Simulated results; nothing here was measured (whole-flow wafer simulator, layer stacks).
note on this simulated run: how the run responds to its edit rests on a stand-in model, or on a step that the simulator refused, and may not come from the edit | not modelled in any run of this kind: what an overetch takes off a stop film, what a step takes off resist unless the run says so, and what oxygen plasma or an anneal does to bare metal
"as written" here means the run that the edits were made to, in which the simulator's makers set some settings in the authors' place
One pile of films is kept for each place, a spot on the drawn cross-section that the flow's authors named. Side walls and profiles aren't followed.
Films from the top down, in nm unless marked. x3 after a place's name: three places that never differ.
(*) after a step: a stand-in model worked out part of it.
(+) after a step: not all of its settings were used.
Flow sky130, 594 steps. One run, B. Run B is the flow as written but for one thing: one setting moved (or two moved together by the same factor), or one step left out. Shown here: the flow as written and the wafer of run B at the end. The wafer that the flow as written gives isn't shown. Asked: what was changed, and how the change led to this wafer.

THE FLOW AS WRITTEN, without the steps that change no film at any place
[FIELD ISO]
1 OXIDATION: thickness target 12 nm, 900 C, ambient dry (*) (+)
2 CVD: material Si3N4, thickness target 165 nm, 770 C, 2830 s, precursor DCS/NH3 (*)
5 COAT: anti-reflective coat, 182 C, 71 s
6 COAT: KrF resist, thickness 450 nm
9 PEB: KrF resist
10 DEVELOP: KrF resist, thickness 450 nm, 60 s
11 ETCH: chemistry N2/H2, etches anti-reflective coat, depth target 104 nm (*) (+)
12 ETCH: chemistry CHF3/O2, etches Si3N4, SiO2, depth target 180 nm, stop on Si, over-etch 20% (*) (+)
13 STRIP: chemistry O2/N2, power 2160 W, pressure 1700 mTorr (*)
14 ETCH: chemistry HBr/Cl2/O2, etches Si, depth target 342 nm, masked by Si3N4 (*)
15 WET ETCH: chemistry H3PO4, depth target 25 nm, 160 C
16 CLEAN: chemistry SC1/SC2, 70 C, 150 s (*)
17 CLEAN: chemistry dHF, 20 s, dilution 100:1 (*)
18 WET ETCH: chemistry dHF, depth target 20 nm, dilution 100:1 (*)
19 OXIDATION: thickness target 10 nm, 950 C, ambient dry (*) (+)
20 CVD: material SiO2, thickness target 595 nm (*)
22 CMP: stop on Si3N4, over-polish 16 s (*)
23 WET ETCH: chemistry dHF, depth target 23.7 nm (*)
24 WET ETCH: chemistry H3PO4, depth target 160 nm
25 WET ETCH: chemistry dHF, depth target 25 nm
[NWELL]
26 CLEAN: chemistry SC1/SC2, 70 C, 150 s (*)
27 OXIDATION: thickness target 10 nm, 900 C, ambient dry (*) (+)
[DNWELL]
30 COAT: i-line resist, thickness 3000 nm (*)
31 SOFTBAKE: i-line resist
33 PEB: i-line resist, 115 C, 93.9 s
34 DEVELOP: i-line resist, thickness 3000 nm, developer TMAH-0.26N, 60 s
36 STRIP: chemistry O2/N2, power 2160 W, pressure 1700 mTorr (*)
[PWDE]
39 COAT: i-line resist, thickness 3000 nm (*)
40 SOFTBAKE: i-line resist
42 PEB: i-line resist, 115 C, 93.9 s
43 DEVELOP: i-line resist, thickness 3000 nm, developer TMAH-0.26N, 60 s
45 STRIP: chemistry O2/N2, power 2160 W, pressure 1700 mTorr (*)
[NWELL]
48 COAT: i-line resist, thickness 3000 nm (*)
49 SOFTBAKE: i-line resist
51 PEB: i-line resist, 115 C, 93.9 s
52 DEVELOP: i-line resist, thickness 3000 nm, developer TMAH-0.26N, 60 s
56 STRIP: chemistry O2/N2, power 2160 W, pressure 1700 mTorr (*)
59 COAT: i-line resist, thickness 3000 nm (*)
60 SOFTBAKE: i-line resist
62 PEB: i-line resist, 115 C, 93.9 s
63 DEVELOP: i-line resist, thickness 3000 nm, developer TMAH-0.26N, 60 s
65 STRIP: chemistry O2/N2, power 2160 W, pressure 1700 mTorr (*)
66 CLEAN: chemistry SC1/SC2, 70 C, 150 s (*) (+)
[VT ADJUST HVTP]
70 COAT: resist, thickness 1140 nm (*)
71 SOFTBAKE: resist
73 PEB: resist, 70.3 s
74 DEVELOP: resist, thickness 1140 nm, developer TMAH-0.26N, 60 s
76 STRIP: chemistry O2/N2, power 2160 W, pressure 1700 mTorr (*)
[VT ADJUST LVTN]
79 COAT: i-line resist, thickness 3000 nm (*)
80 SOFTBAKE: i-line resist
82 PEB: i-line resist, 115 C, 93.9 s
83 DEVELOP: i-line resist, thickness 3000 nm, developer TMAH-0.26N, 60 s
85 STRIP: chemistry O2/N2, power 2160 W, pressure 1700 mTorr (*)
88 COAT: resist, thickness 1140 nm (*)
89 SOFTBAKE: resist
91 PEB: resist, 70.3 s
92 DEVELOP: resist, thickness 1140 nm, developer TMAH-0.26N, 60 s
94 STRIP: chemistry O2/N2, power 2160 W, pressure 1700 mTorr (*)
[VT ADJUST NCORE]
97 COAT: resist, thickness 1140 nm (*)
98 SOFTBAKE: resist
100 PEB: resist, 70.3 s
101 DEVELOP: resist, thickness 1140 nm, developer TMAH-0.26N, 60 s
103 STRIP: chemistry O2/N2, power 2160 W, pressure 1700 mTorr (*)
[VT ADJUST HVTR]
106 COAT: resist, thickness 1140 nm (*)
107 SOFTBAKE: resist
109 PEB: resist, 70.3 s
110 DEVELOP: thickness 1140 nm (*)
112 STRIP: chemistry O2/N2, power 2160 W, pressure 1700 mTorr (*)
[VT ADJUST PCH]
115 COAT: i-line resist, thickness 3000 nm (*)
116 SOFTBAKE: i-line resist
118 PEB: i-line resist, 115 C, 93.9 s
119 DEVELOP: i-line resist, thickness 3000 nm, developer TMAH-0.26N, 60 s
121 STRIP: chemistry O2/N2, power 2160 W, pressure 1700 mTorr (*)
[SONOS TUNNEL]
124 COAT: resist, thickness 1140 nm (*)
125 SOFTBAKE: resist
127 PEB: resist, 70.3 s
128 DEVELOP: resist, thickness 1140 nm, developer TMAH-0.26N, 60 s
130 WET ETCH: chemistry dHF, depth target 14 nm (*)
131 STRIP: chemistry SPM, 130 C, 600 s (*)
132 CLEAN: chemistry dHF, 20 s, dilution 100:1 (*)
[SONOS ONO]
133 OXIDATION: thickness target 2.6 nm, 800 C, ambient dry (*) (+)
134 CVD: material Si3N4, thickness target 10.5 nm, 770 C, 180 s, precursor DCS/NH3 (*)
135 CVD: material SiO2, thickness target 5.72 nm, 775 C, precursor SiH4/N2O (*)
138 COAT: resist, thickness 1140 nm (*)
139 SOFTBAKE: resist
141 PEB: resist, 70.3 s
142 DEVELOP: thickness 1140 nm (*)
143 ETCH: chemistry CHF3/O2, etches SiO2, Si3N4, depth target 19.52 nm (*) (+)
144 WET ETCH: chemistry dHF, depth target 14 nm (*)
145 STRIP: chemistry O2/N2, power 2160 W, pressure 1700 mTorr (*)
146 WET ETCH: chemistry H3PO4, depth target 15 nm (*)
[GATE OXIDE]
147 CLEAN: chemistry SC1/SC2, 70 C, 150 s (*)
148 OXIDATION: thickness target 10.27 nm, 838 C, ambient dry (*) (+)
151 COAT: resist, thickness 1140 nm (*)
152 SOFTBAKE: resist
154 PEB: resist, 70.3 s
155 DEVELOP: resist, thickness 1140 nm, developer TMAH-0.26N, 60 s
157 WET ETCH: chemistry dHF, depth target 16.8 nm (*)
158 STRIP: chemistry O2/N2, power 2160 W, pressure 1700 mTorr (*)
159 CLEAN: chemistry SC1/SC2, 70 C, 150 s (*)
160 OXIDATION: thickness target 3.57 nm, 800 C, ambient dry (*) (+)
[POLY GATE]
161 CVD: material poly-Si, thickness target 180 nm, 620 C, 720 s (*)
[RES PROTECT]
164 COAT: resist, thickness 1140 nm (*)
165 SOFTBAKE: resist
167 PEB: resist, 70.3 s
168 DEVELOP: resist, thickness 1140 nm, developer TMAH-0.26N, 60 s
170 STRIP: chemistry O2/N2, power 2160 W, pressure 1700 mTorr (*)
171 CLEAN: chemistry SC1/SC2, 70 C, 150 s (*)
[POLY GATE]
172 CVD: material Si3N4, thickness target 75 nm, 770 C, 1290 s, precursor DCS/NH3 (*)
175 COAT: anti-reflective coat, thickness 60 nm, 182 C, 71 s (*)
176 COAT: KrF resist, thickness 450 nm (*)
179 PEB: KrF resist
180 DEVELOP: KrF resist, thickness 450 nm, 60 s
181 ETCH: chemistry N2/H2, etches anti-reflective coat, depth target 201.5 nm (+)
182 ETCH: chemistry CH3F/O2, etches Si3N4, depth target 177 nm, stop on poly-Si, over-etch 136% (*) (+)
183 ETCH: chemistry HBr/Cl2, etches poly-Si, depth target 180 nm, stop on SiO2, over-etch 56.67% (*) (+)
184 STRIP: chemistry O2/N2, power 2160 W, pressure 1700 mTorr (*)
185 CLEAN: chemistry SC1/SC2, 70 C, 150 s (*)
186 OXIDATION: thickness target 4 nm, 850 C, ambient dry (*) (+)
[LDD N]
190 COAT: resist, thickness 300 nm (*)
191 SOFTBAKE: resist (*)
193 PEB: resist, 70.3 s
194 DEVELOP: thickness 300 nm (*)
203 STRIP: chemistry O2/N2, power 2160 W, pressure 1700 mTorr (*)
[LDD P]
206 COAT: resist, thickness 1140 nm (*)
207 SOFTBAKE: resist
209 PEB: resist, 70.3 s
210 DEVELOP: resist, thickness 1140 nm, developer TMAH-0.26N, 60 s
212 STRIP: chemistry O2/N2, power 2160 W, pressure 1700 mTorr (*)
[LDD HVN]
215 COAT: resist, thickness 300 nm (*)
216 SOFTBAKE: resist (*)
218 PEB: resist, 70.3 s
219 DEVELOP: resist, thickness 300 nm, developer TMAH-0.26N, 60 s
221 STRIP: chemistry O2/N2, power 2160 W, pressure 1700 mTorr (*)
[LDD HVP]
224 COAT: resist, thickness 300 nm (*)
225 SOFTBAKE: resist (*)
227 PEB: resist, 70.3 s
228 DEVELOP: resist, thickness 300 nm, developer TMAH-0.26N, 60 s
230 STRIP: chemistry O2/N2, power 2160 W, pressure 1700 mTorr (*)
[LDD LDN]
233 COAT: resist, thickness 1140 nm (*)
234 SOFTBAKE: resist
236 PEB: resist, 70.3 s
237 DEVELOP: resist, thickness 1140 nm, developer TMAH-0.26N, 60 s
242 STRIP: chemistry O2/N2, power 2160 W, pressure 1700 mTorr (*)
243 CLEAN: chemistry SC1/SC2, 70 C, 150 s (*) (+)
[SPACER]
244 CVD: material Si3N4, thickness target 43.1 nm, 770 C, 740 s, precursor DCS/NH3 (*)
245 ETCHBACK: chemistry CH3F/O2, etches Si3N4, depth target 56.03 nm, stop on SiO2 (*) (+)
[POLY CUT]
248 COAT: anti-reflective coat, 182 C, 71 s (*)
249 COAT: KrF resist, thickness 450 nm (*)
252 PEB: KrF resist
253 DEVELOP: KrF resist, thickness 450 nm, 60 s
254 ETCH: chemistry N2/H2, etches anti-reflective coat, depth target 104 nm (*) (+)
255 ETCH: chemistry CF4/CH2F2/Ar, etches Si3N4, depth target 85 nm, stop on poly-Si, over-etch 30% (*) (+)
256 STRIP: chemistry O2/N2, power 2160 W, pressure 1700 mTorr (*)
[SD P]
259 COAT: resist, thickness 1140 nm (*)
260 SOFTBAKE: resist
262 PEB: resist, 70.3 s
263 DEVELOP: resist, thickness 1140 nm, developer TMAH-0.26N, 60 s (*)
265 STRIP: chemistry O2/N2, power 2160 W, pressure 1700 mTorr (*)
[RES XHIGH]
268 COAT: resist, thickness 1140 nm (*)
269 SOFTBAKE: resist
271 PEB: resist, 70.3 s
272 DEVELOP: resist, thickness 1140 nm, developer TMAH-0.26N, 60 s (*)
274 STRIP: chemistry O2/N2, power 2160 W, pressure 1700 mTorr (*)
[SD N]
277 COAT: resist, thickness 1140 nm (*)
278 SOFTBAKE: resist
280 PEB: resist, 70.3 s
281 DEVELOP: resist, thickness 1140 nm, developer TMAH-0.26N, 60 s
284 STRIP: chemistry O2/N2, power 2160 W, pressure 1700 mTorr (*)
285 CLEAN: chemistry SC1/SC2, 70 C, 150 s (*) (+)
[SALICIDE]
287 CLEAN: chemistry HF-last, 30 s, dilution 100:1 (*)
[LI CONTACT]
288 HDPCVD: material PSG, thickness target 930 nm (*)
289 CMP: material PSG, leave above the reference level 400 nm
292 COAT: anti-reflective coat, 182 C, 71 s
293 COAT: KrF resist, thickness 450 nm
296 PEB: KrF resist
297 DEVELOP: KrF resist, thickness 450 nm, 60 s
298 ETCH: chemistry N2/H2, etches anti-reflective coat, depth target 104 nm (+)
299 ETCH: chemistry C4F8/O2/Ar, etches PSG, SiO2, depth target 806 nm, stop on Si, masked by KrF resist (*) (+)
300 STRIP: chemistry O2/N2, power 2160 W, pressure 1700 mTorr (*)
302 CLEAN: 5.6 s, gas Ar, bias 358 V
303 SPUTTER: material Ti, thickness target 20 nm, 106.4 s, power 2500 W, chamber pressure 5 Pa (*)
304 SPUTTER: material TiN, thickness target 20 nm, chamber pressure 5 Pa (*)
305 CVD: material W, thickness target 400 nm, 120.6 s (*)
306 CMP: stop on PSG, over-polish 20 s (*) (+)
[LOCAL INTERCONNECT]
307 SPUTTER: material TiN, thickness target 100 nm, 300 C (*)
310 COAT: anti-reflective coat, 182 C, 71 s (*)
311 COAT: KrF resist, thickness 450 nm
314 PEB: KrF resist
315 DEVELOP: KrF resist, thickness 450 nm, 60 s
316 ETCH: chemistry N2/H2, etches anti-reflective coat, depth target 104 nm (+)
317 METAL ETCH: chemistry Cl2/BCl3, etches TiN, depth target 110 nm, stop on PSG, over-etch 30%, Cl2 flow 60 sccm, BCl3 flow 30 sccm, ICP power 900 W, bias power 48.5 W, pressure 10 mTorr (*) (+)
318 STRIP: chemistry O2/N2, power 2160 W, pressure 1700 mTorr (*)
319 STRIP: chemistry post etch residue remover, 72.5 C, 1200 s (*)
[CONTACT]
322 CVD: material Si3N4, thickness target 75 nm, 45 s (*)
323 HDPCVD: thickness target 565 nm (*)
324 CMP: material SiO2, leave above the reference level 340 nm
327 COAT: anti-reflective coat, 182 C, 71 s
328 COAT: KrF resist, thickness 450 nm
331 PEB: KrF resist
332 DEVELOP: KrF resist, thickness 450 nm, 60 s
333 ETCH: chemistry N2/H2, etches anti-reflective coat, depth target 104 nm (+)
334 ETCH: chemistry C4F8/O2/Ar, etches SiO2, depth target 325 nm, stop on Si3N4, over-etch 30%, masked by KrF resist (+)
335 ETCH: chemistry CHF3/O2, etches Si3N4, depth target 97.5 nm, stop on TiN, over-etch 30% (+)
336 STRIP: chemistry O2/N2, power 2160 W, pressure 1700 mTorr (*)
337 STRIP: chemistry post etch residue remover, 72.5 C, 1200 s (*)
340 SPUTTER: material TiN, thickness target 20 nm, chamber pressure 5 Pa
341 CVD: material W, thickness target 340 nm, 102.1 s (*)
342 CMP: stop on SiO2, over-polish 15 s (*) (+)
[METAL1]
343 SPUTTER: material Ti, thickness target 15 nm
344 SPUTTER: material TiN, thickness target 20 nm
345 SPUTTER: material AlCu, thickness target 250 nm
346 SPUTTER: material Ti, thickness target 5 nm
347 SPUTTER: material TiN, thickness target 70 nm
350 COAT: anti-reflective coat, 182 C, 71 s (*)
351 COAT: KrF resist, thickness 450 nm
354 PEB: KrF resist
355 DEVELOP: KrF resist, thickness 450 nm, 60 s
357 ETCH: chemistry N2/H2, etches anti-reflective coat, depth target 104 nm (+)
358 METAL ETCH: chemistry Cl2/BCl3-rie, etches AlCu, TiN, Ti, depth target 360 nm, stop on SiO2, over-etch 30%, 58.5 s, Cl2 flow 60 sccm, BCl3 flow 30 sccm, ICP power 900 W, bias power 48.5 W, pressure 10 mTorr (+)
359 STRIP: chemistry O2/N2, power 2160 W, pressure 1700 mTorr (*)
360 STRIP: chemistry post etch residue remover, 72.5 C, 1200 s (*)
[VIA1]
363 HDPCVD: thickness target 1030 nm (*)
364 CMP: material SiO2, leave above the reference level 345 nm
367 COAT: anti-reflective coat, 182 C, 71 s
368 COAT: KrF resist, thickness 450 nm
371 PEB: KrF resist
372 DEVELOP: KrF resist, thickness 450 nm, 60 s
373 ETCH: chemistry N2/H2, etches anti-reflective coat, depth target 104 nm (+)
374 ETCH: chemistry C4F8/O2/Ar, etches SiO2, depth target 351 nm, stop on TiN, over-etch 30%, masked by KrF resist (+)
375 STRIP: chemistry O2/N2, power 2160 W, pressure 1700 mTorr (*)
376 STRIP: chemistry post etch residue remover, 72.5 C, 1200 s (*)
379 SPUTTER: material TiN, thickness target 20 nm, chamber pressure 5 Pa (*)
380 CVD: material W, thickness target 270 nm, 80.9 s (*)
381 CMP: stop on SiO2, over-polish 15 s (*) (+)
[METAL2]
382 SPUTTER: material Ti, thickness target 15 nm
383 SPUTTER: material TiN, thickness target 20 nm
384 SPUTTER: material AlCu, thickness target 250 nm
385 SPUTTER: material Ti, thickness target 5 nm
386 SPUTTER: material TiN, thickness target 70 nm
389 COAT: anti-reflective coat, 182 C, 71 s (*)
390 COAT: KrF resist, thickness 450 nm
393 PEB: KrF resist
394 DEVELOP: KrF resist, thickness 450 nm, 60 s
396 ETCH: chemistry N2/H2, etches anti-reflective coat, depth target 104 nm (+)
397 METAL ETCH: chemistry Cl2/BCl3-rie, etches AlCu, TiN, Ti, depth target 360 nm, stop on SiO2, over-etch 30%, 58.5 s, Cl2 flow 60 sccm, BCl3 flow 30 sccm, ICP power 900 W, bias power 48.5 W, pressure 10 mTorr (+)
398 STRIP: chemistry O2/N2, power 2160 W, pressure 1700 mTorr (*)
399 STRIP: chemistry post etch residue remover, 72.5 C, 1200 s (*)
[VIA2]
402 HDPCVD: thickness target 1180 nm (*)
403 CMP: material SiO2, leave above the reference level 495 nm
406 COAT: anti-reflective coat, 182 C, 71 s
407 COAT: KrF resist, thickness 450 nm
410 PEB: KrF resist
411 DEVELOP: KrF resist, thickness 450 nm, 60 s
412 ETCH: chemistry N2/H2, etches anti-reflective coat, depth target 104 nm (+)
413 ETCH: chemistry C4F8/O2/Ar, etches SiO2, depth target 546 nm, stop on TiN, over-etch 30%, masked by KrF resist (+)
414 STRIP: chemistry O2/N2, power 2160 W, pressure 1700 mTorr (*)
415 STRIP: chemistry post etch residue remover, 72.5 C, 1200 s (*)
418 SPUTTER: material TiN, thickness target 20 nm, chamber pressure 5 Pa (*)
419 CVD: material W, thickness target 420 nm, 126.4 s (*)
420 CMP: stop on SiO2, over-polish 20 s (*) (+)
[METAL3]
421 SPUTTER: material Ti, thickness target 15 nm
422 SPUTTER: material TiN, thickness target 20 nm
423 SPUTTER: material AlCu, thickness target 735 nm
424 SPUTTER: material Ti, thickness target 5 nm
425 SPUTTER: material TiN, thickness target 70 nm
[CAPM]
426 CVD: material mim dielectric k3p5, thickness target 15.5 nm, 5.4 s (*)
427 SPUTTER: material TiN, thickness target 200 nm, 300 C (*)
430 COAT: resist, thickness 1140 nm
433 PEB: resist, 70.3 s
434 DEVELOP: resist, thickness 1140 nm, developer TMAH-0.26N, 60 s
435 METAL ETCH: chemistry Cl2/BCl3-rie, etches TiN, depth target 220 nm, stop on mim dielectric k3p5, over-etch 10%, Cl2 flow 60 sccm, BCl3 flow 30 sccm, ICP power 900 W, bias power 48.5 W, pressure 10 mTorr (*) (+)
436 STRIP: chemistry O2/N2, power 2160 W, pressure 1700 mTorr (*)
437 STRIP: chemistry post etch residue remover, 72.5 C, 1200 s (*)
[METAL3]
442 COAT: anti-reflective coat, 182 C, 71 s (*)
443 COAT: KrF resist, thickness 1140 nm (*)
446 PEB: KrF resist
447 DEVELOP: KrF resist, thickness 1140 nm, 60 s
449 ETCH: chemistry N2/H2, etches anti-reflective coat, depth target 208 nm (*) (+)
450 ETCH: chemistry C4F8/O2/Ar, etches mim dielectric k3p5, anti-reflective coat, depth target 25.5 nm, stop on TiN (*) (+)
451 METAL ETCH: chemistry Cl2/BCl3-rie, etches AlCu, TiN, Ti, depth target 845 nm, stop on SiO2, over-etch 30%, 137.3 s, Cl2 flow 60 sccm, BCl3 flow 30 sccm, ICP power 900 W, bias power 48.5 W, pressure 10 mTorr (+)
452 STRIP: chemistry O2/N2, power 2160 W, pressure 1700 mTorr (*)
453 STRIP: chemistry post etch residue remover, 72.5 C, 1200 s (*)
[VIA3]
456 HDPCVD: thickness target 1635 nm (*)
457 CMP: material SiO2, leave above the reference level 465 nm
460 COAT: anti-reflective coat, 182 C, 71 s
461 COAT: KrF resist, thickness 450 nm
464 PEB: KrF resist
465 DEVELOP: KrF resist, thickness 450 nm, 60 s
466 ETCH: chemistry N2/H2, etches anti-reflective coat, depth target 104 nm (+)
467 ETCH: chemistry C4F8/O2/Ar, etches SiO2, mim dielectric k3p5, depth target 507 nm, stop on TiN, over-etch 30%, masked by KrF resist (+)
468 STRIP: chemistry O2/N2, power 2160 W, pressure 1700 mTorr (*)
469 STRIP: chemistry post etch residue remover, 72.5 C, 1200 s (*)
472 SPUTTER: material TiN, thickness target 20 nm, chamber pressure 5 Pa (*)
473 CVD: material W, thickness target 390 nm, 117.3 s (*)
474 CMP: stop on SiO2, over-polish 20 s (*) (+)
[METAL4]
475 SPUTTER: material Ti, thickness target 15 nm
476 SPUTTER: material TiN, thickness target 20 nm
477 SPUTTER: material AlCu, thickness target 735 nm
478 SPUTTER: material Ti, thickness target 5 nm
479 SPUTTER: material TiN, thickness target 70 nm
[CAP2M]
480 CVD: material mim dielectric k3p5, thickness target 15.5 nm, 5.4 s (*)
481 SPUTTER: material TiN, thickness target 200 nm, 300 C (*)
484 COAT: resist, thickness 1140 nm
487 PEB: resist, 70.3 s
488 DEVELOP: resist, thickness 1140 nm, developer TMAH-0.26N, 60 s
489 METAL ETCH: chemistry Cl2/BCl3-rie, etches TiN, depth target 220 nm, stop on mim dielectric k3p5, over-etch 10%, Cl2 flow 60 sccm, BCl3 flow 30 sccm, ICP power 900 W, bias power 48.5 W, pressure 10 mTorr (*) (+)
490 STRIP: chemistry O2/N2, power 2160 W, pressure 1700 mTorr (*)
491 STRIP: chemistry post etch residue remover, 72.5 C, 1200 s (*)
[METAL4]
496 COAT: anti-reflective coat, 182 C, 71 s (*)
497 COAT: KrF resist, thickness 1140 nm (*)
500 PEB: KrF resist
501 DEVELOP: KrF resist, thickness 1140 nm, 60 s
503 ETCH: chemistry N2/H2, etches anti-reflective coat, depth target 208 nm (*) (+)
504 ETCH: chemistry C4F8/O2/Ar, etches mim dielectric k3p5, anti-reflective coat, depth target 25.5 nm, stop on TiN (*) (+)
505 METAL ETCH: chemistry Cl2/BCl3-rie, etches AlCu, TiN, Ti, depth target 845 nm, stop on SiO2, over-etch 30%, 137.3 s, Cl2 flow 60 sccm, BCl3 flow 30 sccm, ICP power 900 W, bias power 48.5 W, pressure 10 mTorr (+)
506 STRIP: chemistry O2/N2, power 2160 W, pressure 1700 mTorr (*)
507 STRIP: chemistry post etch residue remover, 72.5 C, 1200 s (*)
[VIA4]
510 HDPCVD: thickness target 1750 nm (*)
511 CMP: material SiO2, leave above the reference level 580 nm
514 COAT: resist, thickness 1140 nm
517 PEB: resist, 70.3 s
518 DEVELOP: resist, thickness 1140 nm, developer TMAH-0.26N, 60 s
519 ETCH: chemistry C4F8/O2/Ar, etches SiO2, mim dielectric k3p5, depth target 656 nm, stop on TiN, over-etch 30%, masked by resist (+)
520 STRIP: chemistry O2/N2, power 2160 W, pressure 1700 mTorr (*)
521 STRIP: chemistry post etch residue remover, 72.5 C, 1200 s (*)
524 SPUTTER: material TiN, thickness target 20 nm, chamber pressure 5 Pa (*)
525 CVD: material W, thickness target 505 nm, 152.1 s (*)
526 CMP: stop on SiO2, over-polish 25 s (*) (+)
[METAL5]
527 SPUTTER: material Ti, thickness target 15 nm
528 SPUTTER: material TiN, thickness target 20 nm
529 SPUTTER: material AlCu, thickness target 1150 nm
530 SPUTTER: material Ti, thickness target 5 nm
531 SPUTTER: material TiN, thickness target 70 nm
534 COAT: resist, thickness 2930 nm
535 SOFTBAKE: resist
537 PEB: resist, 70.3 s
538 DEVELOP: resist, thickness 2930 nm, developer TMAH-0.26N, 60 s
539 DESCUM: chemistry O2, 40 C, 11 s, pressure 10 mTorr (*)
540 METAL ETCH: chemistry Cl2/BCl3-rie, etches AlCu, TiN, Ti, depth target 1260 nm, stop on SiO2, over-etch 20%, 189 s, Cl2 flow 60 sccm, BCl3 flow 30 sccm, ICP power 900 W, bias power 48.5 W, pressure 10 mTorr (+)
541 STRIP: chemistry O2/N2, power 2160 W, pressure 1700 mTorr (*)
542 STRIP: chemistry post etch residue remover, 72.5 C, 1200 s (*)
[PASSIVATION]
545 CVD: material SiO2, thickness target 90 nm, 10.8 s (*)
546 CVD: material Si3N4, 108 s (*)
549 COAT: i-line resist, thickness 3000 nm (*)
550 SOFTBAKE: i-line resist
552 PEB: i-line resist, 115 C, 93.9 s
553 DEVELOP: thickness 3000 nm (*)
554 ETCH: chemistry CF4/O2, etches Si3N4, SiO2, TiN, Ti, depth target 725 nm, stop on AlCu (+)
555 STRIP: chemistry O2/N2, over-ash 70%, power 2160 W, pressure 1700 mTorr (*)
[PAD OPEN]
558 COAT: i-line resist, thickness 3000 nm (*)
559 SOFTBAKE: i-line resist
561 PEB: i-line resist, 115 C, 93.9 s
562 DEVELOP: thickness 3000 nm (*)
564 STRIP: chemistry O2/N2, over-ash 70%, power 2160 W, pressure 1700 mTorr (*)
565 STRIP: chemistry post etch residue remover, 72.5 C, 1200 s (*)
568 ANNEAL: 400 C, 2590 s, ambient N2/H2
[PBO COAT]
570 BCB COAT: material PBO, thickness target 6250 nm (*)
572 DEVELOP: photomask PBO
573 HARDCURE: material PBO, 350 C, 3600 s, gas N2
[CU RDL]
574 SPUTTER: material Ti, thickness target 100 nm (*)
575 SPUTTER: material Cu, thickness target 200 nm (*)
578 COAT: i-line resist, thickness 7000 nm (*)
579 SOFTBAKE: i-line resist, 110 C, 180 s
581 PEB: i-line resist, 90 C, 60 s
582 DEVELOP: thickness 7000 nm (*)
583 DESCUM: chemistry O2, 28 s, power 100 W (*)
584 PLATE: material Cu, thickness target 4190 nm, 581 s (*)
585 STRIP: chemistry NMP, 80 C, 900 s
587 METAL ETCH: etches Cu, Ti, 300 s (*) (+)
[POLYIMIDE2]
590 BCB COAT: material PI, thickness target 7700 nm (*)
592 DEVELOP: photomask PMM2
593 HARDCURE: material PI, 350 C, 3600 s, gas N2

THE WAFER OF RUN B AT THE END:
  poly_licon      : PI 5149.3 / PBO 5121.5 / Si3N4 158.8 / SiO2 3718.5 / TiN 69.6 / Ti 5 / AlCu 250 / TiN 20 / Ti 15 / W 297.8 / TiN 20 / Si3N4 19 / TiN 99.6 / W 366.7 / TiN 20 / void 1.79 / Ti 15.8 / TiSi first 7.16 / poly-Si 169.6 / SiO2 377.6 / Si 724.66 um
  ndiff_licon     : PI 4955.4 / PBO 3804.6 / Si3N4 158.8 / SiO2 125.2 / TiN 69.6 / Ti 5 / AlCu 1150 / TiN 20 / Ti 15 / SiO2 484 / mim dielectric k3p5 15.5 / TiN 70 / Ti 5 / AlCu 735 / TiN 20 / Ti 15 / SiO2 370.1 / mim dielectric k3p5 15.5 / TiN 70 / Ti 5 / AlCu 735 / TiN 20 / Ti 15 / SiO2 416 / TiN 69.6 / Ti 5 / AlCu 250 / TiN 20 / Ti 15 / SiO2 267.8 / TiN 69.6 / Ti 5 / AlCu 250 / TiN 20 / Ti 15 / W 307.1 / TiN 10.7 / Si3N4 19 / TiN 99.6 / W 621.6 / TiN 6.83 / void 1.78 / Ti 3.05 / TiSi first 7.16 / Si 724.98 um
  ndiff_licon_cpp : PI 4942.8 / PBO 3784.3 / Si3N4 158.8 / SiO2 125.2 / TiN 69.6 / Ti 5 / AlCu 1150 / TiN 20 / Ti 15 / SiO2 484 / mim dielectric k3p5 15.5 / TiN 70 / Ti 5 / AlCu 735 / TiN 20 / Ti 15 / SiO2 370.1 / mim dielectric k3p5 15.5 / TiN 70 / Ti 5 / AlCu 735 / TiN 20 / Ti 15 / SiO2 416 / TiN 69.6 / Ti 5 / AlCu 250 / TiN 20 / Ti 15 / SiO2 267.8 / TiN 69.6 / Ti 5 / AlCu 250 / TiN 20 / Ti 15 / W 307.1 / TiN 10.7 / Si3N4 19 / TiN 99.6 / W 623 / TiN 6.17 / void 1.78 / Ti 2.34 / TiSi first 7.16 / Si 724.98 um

The cause: step 335, ETCH: depth target 55.6 nm was run, where the flow has depth target 97.5 nm.

How the change led to this, step by step:
  335 ETCH: chemistry CHF3/O2, etches Si3N4, depth target 97.5 nm, stop on TiN, over-etch 30% (+)
      poly_licon, ndiff_licon, ndiff_licon_cpp, rpo_hd_licon: Si3N4 -55.6 (as written it would be: Si3N4 -75 (all of it))
      field, active, n_well and 184 more: KrF resist -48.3 (as written it would be: KrF resist -84.8)
  336 STRIP: chemistry O2/N2, power 2160 W, pressure 1700 mTorr (*)
      field, active, n_well and 184 more: KrF resist -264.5 (all of it), anti-reflective coat -80 (all of it) (as written it would be: KrF resist -228 (all of it), anti-reflective coat -80 (all of it))
  340 SPUTTER: material TiN, thickness target 20 nm, chamber pressure 5 Pa
      ndiff_licon, ndiff_licon_cpp, rpo_hd_licon: TiN +10.7 (new film) (as written it would be: TiN +10.4)
      poly_licon: TiN +20 (new film) (as written it would be: TiN +20)
  341 CVD: material W, thickness target 340 nm, 102.1 s (*)
      ndiff_licon, ndiff_licon_cpp, rpo_hd_licon: W +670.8 (new film) (as written it would be: W +690.5 (new film))
  342 CMP: stop on SiO2, over-polish 15 s (*) (+)
      poly_licon: W -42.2 (as written it would be: W -22.8)
Counting metal films that touch as one body, poly_licon has 3 bodies (between them, from the top down: Si3N4 19; void 1.79); the flow as written gives 2 bodies (between them, from the top down: void 1.79).
Counting metal films that touch as one body, ndiff_licon has 7 bodies (between them, from the top down: SiO2 484 / mim dielectric k3p5 15.5; SiO2 370.1 / mim dielectric k3p5 15.5; SiO2 416; SiO2 267.8; Si3N4 19; void 1.78); the flow as written gives 6 bodies (between them, from the top down: SiO2 484 / mim dielectric k3p5 15.5; SiO2 370.1 / mim dielectric k3p5 15.5; SiO2 416; SiO2 267.8; void 1.78).
Counting metal films that touch as one body, ndiff_licon_cpp has 7 bodies (between them, from the top down: SiO2 484 / mim dielectric k3p5 15.5; SiO2 370.1 / mim dielectric k3p5 15.5; SiO2 416; SiO2 267.8; Si3N4 19; void 1.78); the flow as written gives 6 bodies (between them, from the top down: SiO2 484 / mim dielectric k3p5 15.5; SiO2 370.1 / mim dielectric k3p5 15.5; SiO2 416; SiO2 267.8; void 1.78).
